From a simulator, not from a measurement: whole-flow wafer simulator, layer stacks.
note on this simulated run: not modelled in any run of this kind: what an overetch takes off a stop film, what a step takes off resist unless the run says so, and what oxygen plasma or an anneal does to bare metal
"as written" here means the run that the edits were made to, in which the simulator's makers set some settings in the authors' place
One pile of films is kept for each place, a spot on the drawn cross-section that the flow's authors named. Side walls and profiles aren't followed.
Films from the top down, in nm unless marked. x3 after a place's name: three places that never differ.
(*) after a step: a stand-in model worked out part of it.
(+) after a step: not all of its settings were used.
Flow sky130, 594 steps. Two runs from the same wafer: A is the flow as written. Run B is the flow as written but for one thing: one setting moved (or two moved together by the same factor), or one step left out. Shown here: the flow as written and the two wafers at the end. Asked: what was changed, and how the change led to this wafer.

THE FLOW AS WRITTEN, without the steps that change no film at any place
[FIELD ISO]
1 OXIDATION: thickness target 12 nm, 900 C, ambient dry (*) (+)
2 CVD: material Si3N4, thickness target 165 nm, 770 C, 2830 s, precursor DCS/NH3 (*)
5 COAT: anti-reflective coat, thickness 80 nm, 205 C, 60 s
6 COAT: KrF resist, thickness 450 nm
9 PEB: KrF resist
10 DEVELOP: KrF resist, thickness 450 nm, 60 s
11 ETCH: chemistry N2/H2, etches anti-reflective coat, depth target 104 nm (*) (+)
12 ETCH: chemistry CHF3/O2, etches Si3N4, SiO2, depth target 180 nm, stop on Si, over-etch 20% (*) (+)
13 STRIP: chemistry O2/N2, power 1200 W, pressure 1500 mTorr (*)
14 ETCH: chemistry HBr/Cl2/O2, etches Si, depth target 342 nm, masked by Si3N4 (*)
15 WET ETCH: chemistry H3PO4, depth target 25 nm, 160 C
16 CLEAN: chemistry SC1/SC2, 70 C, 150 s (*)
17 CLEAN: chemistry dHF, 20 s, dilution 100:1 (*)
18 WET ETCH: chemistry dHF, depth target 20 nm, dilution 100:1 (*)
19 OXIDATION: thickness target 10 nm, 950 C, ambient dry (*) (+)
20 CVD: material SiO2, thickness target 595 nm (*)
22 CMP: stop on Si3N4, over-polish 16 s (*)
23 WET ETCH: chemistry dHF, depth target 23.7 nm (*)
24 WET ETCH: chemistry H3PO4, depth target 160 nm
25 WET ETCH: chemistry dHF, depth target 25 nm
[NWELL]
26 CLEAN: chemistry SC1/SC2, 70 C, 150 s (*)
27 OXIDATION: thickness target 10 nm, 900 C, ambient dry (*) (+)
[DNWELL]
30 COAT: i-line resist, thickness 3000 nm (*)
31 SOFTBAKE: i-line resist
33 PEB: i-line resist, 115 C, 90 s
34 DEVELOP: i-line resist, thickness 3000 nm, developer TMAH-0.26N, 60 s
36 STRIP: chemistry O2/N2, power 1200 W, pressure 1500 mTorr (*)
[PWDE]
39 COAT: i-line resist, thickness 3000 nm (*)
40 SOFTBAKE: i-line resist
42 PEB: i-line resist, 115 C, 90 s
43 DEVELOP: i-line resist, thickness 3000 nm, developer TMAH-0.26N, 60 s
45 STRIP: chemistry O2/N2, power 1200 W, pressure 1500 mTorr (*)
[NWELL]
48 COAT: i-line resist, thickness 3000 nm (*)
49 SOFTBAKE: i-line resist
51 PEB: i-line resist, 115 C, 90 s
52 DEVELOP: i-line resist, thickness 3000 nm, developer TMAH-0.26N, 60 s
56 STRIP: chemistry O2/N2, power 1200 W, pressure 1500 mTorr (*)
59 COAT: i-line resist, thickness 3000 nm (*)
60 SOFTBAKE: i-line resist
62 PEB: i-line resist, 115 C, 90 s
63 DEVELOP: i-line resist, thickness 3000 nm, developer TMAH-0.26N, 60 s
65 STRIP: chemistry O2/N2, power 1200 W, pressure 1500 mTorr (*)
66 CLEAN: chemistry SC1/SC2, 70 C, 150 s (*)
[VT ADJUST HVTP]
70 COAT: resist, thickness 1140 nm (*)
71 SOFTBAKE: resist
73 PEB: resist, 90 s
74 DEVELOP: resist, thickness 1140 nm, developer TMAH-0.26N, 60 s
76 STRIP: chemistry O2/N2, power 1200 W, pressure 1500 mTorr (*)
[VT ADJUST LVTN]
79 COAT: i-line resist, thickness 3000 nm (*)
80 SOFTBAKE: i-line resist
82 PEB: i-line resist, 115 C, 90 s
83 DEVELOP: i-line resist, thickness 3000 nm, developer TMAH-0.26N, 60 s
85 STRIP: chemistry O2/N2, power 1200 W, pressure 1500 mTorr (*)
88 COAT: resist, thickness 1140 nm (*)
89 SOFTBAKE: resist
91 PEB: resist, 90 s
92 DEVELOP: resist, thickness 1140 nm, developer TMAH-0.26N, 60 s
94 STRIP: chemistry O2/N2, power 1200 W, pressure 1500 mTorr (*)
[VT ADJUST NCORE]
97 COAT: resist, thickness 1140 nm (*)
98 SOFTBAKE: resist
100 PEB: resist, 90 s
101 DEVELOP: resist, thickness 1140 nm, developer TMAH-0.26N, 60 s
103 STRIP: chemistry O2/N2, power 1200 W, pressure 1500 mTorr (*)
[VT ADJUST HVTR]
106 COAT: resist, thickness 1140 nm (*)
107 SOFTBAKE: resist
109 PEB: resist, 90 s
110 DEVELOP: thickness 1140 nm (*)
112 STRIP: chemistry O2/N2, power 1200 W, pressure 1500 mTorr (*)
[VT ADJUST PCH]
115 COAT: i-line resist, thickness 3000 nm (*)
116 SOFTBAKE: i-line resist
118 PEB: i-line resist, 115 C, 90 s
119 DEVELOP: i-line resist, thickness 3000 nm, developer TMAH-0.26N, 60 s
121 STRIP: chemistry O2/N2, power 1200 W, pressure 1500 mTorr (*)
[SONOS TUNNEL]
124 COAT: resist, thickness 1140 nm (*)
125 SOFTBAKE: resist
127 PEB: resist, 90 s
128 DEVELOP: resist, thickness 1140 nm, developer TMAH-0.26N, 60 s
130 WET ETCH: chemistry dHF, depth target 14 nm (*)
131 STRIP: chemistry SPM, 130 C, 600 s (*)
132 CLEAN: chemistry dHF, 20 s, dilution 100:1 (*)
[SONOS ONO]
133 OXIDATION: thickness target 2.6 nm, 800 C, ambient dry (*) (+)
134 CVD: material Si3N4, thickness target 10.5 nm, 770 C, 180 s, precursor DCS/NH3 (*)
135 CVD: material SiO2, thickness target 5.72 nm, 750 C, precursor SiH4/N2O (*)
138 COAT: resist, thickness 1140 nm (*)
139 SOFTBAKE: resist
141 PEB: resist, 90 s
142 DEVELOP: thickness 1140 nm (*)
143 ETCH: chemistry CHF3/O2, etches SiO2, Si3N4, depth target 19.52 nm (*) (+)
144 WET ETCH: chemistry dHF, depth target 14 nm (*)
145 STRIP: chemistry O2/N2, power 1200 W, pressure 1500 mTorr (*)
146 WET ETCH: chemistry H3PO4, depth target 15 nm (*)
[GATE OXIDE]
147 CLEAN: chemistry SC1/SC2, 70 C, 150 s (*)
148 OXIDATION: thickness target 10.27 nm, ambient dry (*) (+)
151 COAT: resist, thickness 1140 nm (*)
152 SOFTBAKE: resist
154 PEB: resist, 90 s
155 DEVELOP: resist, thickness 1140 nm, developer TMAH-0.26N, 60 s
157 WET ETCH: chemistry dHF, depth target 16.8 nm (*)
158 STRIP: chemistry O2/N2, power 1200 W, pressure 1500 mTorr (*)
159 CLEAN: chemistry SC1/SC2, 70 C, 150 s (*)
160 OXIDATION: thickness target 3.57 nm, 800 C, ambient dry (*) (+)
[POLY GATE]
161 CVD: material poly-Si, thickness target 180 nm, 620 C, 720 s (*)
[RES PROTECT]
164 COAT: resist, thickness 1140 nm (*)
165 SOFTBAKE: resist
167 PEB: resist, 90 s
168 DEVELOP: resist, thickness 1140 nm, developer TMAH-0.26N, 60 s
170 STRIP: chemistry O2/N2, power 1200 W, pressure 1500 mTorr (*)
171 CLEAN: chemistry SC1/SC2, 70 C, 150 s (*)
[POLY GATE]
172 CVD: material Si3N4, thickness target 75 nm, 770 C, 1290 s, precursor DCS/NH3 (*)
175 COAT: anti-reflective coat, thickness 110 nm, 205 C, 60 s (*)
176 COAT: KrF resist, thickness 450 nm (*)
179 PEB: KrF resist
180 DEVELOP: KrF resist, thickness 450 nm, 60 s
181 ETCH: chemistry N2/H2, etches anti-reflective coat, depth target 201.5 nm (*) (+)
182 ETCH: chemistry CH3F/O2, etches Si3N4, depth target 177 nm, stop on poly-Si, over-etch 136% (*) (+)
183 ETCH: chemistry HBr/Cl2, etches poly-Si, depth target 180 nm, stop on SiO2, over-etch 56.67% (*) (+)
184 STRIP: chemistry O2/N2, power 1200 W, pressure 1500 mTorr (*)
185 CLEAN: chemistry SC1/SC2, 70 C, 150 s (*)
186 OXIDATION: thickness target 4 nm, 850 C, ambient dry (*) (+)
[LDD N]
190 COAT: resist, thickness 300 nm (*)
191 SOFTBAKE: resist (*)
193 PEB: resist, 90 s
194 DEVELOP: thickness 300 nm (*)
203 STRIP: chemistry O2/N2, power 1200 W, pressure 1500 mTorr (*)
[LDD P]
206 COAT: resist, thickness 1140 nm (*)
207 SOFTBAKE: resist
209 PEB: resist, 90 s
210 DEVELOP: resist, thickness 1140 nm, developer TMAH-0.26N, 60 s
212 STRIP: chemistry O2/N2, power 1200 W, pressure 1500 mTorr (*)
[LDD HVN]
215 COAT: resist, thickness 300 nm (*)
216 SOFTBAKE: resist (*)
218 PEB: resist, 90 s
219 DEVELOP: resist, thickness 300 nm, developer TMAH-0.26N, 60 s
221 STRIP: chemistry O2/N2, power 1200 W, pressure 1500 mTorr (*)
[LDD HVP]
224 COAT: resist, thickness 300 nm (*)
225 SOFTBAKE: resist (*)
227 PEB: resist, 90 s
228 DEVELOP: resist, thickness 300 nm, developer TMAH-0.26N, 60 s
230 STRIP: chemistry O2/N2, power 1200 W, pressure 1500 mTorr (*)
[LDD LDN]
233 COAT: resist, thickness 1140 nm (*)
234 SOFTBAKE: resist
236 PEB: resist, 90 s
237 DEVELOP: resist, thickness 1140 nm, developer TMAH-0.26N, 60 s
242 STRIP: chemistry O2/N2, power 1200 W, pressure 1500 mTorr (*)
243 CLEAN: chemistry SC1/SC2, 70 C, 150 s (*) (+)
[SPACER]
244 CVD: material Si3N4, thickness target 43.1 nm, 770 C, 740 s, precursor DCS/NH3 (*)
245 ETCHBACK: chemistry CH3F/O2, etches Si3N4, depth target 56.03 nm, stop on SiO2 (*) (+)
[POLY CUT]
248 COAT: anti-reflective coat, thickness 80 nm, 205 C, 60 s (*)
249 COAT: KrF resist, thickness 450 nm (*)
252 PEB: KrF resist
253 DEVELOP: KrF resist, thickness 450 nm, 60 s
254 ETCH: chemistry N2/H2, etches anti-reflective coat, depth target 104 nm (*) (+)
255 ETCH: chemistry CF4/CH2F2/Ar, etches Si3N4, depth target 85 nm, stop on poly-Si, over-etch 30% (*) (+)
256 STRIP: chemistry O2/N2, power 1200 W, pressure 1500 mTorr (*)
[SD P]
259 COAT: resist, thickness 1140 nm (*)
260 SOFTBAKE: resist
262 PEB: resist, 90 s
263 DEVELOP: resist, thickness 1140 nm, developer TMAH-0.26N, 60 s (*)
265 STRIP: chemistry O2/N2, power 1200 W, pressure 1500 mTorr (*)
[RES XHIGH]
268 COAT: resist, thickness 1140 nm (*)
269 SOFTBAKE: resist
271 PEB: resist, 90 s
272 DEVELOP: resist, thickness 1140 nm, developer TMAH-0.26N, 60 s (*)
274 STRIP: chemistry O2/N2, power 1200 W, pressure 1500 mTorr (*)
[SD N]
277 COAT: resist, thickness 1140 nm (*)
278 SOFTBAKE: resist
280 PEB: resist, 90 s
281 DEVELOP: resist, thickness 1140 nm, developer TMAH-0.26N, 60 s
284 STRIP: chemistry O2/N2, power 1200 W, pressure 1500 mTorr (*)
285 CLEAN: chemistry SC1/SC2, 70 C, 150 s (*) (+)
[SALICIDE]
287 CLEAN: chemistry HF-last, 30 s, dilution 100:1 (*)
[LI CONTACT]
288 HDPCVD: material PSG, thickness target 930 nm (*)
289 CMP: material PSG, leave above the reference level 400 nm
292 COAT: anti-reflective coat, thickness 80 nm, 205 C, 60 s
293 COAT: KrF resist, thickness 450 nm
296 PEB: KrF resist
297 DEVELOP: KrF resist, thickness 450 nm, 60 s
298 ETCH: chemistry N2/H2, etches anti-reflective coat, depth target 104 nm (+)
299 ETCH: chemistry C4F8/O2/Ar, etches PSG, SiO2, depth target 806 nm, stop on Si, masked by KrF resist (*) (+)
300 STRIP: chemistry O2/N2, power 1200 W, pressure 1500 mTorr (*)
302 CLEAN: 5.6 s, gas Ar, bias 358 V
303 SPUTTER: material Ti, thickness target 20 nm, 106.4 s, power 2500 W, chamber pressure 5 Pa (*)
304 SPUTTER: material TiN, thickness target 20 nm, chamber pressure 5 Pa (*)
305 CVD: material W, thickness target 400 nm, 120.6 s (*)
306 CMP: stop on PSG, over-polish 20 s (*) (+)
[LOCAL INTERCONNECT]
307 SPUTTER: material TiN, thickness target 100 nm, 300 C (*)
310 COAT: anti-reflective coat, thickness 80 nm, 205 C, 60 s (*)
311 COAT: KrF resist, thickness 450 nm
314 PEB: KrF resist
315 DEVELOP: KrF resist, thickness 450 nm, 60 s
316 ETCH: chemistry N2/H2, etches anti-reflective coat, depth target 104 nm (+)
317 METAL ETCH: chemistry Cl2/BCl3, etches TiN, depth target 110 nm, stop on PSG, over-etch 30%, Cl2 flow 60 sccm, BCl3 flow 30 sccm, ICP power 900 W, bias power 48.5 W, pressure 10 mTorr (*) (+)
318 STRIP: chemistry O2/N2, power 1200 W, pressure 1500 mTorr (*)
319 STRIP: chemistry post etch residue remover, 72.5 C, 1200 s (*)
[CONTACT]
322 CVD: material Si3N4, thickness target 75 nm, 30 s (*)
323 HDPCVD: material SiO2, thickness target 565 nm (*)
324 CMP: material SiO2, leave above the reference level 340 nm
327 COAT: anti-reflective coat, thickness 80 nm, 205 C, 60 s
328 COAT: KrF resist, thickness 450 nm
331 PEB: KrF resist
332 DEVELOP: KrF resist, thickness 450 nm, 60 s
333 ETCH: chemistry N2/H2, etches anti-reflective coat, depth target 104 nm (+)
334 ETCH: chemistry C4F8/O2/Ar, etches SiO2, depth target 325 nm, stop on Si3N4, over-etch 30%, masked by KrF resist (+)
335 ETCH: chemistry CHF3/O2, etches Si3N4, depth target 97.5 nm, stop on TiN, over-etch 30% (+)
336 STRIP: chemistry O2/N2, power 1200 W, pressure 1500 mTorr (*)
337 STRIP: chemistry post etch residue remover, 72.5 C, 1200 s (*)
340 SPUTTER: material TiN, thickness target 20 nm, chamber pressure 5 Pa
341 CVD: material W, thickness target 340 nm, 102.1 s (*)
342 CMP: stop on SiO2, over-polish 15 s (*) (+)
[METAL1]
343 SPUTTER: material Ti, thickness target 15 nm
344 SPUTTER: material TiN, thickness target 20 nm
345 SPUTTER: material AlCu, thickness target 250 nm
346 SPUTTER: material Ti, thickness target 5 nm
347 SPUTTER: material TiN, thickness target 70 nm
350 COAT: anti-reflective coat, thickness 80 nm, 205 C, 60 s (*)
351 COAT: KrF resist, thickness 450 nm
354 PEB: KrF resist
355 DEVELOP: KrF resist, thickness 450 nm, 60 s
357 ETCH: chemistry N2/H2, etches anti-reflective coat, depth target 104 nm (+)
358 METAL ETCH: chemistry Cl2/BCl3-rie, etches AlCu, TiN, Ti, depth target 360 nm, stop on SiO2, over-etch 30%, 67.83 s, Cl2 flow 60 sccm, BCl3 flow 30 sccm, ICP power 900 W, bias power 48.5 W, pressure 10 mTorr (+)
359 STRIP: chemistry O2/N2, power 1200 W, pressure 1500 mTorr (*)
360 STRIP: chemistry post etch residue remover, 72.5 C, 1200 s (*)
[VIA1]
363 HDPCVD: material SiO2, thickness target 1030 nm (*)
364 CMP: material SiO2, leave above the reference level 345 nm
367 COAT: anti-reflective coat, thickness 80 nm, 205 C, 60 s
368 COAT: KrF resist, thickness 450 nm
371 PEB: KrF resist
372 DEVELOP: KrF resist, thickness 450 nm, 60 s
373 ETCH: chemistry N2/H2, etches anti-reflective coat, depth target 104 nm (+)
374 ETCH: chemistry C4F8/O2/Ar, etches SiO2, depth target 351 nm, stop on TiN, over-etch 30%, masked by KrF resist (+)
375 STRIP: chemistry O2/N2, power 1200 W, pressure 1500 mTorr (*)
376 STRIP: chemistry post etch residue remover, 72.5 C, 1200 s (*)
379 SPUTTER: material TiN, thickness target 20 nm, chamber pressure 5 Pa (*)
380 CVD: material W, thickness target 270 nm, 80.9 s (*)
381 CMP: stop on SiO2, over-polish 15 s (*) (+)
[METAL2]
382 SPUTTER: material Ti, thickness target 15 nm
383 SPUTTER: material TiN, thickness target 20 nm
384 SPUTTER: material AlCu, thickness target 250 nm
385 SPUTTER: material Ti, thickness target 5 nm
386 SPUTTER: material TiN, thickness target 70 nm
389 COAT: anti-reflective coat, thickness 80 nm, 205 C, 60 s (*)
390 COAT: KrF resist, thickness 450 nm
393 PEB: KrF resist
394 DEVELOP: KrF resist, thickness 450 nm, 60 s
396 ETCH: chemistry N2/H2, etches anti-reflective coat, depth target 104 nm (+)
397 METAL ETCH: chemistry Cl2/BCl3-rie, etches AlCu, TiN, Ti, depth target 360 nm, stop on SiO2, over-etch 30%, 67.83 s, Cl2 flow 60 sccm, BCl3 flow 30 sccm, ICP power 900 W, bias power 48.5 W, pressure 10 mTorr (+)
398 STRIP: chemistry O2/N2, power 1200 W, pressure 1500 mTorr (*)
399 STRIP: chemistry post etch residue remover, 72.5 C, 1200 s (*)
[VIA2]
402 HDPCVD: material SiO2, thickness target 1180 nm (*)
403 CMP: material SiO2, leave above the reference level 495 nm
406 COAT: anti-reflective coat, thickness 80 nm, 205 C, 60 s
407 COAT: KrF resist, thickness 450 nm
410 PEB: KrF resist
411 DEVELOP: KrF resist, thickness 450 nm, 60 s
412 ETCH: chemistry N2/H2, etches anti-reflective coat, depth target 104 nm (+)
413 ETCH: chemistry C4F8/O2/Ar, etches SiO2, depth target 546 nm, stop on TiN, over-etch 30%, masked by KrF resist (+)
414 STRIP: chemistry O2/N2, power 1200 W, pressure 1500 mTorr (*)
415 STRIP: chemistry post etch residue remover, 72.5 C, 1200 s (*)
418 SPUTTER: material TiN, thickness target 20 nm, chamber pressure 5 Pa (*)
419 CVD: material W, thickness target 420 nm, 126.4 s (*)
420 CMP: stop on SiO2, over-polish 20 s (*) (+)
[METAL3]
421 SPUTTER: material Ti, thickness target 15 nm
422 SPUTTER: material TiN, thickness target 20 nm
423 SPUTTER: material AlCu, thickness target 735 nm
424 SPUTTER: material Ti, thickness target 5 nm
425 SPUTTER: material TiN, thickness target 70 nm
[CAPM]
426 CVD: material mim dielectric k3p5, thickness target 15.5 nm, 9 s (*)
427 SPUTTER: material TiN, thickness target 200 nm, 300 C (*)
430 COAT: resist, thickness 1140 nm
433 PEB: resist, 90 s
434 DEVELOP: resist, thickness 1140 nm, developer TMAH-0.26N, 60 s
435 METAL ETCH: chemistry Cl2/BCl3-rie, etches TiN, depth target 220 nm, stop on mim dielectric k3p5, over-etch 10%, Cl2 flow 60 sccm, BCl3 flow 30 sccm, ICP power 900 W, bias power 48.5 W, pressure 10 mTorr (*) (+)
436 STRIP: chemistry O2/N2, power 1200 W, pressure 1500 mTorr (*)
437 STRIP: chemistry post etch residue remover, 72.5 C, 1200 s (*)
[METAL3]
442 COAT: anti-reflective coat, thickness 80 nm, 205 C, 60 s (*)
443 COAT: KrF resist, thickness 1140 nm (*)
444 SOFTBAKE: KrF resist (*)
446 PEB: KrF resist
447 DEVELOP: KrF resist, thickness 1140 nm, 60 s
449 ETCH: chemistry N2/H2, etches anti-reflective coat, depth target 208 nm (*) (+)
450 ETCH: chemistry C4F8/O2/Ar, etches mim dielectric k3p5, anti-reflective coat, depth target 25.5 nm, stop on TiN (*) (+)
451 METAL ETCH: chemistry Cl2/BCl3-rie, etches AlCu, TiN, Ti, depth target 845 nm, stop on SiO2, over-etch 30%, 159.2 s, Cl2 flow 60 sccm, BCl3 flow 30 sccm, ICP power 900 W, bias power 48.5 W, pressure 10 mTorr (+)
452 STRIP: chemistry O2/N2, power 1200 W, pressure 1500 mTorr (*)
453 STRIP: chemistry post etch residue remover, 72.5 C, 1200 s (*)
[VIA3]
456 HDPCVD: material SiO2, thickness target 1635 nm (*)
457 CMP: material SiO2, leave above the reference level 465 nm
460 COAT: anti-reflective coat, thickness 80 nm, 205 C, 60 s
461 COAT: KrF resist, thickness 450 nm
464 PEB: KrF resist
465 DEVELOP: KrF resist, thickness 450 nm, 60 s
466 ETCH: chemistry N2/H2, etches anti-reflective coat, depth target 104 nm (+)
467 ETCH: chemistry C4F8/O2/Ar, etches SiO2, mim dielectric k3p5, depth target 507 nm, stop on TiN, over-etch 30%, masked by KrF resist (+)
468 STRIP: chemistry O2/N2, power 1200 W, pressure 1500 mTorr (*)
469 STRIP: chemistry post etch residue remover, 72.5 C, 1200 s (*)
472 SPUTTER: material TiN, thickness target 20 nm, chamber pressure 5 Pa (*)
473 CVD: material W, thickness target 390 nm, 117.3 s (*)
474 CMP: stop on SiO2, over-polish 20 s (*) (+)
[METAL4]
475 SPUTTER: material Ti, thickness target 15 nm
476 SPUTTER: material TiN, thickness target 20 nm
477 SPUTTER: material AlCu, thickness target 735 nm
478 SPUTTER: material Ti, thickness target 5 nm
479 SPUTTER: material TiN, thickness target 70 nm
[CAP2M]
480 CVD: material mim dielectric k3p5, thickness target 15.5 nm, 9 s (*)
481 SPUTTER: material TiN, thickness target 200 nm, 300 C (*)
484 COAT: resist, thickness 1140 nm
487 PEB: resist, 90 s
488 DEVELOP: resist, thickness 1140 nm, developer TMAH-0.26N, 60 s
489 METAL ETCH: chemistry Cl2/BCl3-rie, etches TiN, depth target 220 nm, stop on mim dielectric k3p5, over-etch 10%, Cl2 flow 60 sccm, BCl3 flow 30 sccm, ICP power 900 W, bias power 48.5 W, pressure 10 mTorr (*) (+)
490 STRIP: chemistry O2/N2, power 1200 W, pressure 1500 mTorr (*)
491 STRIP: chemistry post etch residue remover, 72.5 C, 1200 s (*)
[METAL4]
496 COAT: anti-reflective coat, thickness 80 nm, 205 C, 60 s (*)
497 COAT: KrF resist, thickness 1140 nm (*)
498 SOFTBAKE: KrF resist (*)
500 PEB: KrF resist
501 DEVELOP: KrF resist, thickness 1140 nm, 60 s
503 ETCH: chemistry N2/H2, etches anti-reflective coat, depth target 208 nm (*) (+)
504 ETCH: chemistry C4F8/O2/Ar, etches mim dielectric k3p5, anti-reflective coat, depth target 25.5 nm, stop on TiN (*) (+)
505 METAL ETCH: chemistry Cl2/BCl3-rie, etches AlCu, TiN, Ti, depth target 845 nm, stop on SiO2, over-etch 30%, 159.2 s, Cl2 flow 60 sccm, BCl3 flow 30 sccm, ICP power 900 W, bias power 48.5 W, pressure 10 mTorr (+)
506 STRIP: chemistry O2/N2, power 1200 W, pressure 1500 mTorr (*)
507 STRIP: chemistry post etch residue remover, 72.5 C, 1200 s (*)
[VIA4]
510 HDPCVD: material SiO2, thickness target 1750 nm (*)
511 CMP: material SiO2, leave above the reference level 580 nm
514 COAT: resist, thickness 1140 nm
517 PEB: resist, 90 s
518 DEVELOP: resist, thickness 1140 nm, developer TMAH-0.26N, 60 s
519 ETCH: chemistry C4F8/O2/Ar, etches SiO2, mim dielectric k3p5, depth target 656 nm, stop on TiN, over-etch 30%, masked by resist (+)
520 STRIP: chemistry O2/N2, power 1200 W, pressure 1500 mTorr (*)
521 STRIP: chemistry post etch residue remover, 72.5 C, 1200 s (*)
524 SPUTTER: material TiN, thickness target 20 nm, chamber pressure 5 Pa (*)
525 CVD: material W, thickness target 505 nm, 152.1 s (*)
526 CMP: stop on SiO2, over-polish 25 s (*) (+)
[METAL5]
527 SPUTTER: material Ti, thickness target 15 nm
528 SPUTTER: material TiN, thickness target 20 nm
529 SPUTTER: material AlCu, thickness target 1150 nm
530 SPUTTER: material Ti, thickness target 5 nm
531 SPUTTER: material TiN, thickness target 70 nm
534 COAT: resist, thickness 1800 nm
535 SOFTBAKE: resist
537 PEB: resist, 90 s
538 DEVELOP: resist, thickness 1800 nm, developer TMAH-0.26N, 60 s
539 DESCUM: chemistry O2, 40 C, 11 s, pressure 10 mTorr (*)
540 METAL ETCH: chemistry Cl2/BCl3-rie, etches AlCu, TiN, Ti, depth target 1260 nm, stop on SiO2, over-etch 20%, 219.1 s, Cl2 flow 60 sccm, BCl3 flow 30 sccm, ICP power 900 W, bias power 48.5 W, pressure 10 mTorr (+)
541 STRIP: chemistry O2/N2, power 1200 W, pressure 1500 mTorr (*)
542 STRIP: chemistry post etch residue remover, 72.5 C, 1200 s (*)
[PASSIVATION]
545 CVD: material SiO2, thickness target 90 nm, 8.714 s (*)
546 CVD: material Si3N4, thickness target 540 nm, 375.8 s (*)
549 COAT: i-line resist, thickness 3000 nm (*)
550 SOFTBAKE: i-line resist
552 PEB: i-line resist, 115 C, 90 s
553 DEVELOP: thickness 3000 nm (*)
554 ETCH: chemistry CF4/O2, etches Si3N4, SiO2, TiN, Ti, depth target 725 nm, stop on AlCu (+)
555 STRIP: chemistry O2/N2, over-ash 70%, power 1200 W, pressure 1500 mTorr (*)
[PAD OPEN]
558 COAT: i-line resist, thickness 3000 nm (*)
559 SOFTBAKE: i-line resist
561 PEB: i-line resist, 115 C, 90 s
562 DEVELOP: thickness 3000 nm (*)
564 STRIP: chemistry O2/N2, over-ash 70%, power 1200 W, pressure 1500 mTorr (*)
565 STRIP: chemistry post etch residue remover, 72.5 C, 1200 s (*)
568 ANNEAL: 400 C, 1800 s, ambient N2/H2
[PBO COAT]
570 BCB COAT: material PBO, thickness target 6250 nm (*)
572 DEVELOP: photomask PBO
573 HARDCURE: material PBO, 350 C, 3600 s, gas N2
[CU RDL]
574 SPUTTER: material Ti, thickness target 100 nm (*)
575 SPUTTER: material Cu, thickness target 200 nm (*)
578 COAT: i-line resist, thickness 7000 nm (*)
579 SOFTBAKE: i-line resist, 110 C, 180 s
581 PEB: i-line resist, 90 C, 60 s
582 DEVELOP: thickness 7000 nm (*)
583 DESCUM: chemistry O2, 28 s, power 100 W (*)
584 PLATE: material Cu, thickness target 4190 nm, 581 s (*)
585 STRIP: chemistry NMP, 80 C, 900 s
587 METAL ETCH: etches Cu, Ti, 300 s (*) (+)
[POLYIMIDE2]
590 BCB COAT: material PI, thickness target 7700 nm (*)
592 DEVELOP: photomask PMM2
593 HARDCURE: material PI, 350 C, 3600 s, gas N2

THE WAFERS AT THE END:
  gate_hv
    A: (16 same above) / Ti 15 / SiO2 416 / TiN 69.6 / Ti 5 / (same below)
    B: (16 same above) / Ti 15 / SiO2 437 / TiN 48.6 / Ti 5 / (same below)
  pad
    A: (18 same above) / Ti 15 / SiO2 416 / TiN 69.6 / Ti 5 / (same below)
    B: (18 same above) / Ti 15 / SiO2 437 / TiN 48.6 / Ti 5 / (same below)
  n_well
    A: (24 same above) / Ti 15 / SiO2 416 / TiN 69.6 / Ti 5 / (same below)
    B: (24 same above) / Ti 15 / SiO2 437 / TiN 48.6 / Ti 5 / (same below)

The cause: step 386, SPUTTER: thickness target 49 nm was run, where the flow has thickness target 70 nm.

How the change led to this, step by step:
  386 SPUTTER: material TiN, thickness target 70 nm
      field, active, n_well and 188 more: A TiN +70 (new film) | B TiN +49 (new film)
  397 METAL ETCH: chemistry Cl2/BCl3-rie, etches AlCu, TiN, Ti, depth target 360 nm, stop on SiO2, over-etch 30%, 67.83 s, Cl2 flow 60 sccm, BCl3 flow 30 sccm, ICP power 900 W, bias power 48.5 W, pressure 10 mTorr (+)
      field, active, gate and 82 more: A TiN -68.7 (all of it), Ti -5 (all of it), AlCu -250 (all of it), TiN -20 (all of it), Ti -15 (all of it), SiO2 -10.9 | B TiN -47.7 (all of it), Ti -5 (all of it), AlCu -250 (all of it), TiN -20 (all of it), Ti -15 (all of it), SiO2 -13
  403 CMP: material SiO2, leave above the reference level 495 nm
      n_well, p_well, gate_hv and 101 more: A SiO2 -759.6 | B SiO2 -738.6
      m1, via1_hole: A SiO2 -759.1 | B SiO2 -738.1
  413 ETCH: chemistry C4F8/O2/Ar, etches SiO2, depth target 546 nm, stop on TiN, over-etch 30%, masked by KrF resist (+)
      m1: A SiO2 -420.3 (all of it) | B SiO2 -441.3 (all of it)
      via2_hole: A SiO2 -419.8 (all of it) | B SiO2 -440.8 (all of it)
  419 CVD: material W, thickness target 420 nm, 126.4 s (*)
      m1: A W +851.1 (new film) | B W +872.4 (new film)
      via2_hole: A W +850.7 (new film) | B W +871.9 (new film)
